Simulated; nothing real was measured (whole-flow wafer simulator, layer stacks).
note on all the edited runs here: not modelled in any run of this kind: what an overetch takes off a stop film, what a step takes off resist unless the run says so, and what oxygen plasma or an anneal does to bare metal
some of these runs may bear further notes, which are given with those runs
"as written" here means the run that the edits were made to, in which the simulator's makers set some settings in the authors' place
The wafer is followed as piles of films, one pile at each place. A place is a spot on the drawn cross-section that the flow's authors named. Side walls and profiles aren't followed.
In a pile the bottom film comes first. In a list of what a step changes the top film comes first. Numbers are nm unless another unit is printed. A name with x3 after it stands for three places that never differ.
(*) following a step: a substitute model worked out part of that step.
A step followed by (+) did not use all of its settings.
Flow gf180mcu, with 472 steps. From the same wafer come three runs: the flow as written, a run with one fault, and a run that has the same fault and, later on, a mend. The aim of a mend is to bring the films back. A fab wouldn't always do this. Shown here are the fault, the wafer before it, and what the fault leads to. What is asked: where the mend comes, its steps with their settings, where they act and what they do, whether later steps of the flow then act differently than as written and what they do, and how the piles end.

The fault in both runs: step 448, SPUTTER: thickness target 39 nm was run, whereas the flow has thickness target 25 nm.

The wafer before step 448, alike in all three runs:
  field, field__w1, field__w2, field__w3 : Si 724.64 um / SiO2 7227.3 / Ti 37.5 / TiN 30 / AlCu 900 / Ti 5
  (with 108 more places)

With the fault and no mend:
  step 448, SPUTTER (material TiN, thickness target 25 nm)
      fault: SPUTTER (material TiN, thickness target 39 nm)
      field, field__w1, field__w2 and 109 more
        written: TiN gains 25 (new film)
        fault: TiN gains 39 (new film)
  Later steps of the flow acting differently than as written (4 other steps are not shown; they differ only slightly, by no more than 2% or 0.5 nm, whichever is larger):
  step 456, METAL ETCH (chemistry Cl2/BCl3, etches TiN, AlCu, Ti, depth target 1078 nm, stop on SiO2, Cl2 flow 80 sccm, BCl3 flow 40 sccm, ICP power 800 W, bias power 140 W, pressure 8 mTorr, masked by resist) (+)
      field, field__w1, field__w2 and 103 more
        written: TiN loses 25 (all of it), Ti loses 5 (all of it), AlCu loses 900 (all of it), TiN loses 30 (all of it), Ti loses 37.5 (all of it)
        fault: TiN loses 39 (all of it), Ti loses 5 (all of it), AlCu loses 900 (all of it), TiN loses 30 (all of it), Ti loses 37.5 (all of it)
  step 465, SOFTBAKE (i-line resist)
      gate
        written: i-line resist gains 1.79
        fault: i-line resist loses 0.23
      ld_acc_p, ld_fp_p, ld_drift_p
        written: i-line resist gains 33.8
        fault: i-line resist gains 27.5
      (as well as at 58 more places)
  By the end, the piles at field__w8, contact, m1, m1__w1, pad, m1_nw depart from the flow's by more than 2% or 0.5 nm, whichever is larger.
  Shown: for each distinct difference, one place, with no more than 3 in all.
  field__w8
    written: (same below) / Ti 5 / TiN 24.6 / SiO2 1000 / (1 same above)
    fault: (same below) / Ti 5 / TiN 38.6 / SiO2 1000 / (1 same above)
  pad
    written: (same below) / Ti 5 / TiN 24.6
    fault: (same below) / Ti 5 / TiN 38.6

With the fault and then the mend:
  After step 455 comes the mend.
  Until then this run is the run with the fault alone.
  step 455a, STRIP (chemistry O2/N2, power 2160 W, pressure 1700 mTorr) (*)
      field__w8, contact, m1, m1__w1, pad, m1_nw
        resist loses 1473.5 (all of it)
  step 455b, METAL ETCH (chemistry Cl2/BCl3, etches TiN, AlCu, Ti, depth target 14 nm, Cl2 flow 80 sccm, BCl3 flow 40 sccm, ICP power 800 W, bias power 140 W, pressure 8 mTorr) (a further turn of the flow's step 260, with different settings)
      field, field__w1, field__w2 and 109 more
        TiN loses 14
  step 455c, HMDS (120 C, 60 s) (a further turn of the flow's step 450)
      does not change any film at any place that is followed
  step 455d, COAT (resist, thickness 1500 nm) (a further turn of the flow's step 451)
      field, field__w1, field__w2 and 109 more
        resist gains 1500 (new film)
  step 455e, SOFTBAKE (resist) (a further turn of the flow's step 452)
      does not change any film at any place that is followed
  step 455f, EXPOSE (photomask MetalTop) (a further turn of the flow's step 453)
      does not change any film at any place that is followed
  step 455g, PEB (resist, 70.3 s) (a further turn of the flow's step 454)
      field, field__w1, field__w2 and 109 more
        resist loses 26.5
  step 455h, DEVELOP (thickness 1500 nm, 60 s) (a further turn of the flow's step 455)
      field, field__w1, field__w2 and 103 more
        resist loses 1473.5 (all of it)
  Every later step of the flow that is run acts as written at every place that is followed.
  The piles end the same as the flow's at every place that both follow.
